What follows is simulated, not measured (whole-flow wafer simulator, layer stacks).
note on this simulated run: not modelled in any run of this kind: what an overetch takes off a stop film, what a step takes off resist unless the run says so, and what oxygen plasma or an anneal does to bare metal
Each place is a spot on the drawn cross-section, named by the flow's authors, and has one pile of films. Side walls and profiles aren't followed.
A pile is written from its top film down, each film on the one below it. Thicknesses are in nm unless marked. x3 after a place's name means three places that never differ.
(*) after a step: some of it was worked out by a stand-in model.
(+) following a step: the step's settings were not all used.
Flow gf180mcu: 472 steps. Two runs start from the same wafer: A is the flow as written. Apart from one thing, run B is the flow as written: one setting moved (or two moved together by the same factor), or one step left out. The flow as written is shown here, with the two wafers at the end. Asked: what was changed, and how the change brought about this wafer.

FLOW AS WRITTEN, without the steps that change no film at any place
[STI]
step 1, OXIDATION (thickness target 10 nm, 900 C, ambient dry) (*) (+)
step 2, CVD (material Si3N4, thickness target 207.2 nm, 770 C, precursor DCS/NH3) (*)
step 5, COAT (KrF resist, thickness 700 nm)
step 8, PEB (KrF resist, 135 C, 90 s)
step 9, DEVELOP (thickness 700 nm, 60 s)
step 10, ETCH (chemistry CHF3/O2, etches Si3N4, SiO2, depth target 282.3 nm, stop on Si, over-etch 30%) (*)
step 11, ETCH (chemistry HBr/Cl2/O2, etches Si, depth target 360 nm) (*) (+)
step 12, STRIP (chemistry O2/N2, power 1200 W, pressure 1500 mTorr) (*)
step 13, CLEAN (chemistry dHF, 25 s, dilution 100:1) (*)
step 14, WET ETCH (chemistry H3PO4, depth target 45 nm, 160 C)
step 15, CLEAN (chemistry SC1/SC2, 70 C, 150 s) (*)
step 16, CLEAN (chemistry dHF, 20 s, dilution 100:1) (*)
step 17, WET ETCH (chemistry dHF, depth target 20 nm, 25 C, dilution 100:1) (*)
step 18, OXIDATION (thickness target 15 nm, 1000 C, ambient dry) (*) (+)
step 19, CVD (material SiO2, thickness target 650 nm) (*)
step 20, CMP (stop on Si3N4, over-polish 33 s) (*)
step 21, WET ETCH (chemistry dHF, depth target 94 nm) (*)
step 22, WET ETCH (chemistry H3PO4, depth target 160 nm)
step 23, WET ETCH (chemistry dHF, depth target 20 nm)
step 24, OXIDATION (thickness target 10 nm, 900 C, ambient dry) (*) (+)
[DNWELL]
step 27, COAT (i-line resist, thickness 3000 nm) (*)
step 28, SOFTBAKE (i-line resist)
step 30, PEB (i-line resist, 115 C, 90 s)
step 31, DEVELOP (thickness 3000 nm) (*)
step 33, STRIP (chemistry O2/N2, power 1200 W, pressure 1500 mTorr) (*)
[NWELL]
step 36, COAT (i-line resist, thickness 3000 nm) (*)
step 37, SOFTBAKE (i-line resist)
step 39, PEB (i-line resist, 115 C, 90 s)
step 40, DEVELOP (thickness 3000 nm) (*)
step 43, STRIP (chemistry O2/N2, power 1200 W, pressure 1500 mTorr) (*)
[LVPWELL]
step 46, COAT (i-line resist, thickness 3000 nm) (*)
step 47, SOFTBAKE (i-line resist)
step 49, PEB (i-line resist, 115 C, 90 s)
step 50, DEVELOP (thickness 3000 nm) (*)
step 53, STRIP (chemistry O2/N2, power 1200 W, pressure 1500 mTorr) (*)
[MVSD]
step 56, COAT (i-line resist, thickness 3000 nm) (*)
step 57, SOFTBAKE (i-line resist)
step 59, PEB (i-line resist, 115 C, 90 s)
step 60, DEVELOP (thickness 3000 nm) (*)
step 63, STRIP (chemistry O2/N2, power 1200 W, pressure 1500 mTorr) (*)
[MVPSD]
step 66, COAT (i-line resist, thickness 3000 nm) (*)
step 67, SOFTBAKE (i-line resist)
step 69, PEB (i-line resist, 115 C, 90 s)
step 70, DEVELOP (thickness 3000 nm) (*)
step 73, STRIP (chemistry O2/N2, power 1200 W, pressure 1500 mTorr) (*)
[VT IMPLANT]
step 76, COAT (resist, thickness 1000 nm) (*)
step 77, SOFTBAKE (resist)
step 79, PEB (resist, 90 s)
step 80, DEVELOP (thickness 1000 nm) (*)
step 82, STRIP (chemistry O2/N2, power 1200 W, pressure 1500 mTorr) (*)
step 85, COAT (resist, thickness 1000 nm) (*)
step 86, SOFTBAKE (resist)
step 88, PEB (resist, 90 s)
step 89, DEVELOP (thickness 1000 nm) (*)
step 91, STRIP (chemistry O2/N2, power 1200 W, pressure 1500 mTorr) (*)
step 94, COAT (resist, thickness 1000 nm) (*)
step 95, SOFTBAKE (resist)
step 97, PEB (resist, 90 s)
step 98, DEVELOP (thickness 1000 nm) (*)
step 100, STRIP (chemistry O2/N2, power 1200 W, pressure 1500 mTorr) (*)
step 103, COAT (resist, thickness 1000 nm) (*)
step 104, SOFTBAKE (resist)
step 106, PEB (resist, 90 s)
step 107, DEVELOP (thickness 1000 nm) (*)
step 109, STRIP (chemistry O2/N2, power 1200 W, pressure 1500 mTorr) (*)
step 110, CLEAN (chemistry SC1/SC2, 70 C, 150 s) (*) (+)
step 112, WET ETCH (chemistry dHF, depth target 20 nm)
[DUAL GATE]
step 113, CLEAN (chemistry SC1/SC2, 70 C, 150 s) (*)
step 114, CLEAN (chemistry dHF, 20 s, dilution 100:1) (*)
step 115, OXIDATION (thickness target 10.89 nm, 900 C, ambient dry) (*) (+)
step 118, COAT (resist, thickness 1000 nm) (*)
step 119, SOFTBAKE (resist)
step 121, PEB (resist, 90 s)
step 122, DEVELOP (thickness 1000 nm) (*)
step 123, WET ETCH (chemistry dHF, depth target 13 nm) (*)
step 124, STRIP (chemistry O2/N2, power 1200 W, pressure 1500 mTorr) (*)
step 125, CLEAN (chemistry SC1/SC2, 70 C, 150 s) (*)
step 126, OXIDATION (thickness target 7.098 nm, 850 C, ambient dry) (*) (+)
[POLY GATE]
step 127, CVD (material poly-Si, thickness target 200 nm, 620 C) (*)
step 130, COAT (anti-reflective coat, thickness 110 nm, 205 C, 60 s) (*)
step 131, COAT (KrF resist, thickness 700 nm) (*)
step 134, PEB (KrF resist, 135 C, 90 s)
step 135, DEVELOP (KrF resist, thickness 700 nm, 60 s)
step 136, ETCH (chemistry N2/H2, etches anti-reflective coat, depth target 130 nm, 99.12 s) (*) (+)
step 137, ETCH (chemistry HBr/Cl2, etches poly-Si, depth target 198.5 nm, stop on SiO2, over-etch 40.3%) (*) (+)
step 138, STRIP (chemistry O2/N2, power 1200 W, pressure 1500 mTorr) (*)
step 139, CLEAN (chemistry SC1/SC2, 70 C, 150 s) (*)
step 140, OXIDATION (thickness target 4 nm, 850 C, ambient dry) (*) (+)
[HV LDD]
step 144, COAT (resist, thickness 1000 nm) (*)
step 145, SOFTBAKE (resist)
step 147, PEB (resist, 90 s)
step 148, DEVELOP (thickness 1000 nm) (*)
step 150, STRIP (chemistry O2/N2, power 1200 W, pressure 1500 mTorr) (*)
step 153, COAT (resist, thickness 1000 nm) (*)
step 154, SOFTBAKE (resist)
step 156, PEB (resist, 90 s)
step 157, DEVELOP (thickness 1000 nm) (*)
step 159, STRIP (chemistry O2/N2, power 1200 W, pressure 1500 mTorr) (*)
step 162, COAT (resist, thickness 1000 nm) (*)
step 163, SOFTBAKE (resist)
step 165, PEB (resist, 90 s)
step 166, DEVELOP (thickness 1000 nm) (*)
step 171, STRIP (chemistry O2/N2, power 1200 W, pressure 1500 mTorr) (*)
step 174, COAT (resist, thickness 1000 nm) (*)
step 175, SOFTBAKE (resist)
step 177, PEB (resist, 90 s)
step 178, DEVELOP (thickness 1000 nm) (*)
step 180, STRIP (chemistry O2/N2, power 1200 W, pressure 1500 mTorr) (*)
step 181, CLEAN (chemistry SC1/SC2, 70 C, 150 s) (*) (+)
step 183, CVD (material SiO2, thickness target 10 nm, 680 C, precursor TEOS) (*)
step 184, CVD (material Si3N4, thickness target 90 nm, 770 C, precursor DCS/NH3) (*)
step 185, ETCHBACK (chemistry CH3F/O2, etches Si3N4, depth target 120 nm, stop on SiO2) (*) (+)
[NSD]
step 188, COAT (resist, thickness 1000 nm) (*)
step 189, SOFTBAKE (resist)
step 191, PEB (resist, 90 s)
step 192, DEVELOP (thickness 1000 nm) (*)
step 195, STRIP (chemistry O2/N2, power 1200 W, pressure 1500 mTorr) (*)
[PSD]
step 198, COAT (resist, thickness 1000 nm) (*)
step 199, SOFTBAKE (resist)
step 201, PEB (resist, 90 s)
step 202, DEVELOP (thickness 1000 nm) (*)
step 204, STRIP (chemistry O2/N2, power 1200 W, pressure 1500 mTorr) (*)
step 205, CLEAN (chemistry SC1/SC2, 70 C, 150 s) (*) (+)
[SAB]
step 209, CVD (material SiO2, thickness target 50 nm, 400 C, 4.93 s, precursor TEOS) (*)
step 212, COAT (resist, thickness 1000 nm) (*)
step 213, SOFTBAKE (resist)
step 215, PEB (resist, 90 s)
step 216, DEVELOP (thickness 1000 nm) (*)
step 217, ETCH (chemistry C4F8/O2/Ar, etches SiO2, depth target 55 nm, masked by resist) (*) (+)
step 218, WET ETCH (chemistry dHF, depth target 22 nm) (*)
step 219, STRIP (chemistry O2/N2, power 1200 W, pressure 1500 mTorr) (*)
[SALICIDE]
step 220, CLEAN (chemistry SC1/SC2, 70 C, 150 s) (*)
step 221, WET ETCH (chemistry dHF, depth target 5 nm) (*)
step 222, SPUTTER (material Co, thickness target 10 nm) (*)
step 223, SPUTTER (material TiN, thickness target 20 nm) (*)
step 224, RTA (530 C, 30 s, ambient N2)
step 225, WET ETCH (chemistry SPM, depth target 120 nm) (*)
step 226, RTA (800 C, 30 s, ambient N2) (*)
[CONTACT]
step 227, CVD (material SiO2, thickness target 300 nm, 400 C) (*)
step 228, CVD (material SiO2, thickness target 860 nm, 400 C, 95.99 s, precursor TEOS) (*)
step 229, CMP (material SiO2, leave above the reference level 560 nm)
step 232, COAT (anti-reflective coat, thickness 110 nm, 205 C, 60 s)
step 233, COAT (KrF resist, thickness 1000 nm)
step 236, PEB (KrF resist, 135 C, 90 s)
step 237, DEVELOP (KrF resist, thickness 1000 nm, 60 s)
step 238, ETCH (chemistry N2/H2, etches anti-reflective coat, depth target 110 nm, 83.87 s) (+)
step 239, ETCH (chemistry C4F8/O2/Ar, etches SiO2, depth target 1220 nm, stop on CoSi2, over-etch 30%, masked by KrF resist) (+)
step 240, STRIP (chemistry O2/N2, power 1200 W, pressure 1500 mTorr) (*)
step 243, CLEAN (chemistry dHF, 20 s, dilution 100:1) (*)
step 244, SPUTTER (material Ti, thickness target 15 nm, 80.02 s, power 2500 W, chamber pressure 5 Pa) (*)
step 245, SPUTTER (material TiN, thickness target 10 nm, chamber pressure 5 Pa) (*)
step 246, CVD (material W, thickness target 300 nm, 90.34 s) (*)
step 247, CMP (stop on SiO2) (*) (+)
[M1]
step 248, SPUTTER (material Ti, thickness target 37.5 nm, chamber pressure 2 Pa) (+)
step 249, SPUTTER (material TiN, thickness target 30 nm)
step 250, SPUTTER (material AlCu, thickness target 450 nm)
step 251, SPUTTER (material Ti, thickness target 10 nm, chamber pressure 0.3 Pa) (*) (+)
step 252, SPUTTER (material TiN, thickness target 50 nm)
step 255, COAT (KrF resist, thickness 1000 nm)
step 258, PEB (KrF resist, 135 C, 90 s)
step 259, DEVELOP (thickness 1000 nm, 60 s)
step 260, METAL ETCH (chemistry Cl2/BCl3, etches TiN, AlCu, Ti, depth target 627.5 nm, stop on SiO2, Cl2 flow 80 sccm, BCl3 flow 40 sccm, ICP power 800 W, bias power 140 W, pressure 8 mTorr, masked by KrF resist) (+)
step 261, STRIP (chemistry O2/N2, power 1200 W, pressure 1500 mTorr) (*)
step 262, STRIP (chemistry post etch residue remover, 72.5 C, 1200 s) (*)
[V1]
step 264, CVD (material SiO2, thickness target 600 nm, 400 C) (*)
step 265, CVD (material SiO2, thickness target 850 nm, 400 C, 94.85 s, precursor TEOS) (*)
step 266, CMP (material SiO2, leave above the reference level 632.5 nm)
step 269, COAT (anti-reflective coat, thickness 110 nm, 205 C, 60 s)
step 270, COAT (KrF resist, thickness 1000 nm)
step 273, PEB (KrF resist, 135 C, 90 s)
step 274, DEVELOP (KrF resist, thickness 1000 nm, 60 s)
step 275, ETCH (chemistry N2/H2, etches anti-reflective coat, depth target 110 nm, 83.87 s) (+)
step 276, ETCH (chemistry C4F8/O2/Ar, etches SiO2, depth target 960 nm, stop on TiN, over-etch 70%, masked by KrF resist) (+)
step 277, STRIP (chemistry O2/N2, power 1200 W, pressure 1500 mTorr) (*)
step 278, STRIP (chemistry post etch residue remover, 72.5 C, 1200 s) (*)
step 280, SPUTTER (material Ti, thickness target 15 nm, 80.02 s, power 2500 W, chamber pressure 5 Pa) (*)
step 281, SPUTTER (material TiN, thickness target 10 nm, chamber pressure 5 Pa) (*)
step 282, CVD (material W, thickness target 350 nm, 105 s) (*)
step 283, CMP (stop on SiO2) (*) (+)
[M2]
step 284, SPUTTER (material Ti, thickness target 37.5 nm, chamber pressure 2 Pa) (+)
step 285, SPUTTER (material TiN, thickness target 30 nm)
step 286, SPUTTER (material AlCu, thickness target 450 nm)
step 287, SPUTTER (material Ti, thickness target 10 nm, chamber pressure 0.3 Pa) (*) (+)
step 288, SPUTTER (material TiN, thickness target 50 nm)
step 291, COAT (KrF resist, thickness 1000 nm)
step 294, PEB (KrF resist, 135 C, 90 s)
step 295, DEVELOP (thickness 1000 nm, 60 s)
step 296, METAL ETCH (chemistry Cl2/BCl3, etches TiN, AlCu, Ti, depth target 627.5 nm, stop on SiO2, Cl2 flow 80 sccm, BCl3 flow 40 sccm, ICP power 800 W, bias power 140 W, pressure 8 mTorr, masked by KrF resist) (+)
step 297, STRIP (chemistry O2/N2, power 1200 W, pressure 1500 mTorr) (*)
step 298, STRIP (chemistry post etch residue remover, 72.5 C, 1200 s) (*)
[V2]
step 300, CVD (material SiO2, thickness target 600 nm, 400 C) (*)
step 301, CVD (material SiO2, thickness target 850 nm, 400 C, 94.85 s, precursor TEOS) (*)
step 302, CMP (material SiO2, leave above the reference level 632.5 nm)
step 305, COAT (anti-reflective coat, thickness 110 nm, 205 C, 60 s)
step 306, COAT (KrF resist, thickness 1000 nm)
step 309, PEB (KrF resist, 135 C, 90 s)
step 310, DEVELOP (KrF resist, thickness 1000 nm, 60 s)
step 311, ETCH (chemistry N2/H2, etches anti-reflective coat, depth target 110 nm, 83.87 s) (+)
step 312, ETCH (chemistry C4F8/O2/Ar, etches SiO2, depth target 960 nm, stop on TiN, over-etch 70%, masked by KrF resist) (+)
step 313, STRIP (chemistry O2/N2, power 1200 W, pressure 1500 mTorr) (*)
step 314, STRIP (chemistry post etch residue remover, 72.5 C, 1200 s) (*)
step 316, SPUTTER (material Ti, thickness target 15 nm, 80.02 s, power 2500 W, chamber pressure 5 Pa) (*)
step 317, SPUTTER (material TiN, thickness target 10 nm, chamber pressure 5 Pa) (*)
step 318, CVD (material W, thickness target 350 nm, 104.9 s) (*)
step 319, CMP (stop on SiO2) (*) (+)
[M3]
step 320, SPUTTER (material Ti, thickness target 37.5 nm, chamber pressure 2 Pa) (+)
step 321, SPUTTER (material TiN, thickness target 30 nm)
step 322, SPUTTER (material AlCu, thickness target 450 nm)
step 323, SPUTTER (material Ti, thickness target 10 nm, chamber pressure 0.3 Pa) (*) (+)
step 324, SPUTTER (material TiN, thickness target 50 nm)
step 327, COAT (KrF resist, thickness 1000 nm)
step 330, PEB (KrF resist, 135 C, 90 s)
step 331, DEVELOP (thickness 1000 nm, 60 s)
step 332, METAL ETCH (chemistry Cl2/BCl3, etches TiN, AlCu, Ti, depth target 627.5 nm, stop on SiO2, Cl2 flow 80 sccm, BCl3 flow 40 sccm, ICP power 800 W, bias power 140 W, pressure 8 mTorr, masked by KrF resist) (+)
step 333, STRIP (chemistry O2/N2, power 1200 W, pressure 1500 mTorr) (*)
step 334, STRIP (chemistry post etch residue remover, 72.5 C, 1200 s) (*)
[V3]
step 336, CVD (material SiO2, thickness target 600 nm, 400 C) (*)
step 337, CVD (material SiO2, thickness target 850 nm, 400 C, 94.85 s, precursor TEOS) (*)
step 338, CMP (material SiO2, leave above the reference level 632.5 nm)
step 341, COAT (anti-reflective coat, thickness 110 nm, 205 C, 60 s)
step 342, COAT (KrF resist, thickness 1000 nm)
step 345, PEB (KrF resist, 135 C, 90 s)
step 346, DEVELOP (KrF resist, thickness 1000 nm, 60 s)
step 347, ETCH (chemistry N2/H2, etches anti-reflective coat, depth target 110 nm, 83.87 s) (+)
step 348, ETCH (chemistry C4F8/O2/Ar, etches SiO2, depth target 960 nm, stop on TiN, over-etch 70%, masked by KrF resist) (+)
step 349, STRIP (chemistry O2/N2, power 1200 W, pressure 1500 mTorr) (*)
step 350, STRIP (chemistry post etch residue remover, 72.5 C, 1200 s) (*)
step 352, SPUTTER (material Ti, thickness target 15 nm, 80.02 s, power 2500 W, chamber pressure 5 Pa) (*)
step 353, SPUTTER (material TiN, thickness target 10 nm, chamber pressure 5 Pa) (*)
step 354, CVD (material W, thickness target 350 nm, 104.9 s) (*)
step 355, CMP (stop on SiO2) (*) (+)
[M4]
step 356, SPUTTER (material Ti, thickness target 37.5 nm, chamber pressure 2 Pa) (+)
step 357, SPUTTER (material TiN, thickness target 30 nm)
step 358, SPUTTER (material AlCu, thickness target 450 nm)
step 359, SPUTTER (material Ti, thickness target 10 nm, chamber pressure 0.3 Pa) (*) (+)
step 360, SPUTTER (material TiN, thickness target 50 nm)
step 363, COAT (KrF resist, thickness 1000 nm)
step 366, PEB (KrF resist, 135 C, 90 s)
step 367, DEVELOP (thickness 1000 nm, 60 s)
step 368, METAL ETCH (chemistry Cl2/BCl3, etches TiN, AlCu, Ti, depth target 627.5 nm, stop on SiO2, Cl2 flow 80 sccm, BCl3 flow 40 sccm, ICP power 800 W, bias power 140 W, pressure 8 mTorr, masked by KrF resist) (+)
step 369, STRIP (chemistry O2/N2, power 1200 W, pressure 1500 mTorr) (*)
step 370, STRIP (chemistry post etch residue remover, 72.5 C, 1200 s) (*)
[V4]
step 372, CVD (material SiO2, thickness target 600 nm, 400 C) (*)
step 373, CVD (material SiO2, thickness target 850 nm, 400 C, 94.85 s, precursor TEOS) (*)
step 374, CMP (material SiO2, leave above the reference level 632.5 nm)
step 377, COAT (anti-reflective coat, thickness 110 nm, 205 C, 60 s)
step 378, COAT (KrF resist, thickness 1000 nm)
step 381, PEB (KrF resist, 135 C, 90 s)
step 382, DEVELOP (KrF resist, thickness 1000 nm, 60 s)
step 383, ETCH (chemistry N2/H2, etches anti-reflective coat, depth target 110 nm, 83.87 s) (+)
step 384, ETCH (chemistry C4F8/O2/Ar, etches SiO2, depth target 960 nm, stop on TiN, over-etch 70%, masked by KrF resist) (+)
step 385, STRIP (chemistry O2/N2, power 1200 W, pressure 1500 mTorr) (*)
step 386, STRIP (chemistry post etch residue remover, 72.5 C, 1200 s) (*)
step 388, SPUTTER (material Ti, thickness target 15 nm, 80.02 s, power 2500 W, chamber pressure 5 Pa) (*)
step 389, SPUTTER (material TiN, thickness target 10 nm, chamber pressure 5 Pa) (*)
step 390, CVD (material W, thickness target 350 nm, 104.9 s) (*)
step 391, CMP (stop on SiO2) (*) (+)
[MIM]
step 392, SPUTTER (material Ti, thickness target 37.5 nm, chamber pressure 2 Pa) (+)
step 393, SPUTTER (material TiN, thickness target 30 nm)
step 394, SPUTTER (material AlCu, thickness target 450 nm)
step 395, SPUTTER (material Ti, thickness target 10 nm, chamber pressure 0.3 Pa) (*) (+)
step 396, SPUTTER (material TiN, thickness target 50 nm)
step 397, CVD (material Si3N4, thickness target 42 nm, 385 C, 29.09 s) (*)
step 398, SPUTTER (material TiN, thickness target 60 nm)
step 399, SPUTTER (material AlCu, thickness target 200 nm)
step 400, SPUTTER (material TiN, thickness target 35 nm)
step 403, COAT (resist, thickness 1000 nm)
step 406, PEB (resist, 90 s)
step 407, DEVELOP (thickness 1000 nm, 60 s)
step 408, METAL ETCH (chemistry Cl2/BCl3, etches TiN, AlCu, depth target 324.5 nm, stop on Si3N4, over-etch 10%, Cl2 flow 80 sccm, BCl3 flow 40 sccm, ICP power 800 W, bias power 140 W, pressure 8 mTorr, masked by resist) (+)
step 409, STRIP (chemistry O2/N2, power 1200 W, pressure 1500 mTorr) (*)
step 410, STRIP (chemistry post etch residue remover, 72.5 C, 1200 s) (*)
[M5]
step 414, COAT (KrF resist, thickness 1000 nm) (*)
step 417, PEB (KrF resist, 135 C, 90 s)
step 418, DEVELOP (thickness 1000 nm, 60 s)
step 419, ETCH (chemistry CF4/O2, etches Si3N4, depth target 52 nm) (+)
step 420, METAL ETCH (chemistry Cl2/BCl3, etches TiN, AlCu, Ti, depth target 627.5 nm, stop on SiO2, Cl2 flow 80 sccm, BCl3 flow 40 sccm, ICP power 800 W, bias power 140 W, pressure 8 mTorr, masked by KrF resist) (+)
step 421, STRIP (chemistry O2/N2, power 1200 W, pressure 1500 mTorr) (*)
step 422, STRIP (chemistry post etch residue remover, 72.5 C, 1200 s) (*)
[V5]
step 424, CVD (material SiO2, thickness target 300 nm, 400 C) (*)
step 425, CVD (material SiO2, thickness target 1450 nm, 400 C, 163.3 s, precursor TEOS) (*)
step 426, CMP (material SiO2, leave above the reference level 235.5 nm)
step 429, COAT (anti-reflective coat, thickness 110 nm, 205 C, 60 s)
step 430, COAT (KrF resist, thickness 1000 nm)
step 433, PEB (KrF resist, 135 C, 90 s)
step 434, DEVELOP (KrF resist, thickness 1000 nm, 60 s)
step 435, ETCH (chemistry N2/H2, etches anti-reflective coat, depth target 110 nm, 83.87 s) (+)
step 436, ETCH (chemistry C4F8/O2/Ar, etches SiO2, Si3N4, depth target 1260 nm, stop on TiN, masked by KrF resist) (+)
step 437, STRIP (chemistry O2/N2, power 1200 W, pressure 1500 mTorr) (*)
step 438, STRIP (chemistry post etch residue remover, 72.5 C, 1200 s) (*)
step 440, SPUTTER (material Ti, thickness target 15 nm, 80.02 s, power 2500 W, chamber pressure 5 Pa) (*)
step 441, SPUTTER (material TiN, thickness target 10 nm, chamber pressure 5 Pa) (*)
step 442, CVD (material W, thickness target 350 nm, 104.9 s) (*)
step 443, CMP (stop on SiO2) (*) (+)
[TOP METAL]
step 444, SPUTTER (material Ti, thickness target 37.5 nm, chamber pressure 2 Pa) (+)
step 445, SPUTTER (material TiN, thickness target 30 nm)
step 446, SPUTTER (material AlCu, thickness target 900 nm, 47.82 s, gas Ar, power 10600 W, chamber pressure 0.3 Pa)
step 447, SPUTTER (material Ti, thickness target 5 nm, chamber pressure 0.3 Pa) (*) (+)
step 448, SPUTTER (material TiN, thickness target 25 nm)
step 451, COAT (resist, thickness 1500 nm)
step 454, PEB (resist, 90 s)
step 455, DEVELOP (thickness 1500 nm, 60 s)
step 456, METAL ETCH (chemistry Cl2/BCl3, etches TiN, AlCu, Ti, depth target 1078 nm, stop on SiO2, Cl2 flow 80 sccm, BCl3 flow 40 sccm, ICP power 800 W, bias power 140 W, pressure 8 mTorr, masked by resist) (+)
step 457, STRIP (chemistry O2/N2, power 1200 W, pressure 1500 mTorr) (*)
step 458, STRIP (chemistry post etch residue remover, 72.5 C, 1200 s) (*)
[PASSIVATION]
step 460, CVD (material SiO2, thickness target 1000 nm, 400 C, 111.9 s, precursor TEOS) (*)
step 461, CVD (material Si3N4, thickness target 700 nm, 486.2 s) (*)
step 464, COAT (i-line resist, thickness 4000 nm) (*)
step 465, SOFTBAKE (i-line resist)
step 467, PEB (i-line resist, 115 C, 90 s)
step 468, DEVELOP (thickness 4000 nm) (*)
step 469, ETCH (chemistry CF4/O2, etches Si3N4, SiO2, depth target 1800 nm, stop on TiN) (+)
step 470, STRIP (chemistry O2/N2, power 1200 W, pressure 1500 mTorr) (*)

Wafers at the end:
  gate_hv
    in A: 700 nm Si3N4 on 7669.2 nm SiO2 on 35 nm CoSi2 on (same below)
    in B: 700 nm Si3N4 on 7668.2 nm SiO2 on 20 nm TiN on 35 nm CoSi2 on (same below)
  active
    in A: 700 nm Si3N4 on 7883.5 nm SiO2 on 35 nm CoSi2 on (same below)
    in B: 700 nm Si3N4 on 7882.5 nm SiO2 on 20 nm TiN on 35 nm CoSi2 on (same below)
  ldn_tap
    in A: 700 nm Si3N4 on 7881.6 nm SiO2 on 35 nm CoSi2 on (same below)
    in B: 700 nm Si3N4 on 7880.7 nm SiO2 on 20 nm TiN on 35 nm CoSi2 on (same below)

The reason: step 225, WET ETCH: chemistry SPM, depth target 120 nm (*), was skipped.

The path from the change to this, step by step:
  step 227, CVD (material SiO2, thickness target 300 nm, 400 C) (*)
      field, field__w1, field__w2 and 57 more: A +300 SiO2 | B +300 SiO2 (new film)
      field__w12: A +300 SiO2 | B +301.1 SiO2 (new film)
  step 229, CMP (material SiO2, leave above the reference level 560 nm)
      ldn_sep__w1, ldn_sep__w2, ldn_dft and 8 more: A -311.1 SiO2 | B -322.1 SiO2
      mim_1p0, pad, dice_street, iso_fld_sub: A -297 SiO2 | B -308 SiO2
      (also at 44 further places)
  step 239, ETCH (chemistry C4F8/O2/Ar, etches SiO2, depth target 1220 nm, stop on CoSi2, over-etch 30%, masked by KrF resist) (+)
      polyc_n, polyc_p: A -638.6 SiO2 (all of it) | B -637.6 SiO2 (all of it), -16 TiN
      contact: A -859.2 SiO2 (all of it) | B -859.2 SiO2 (all of it), -8.59 TiN
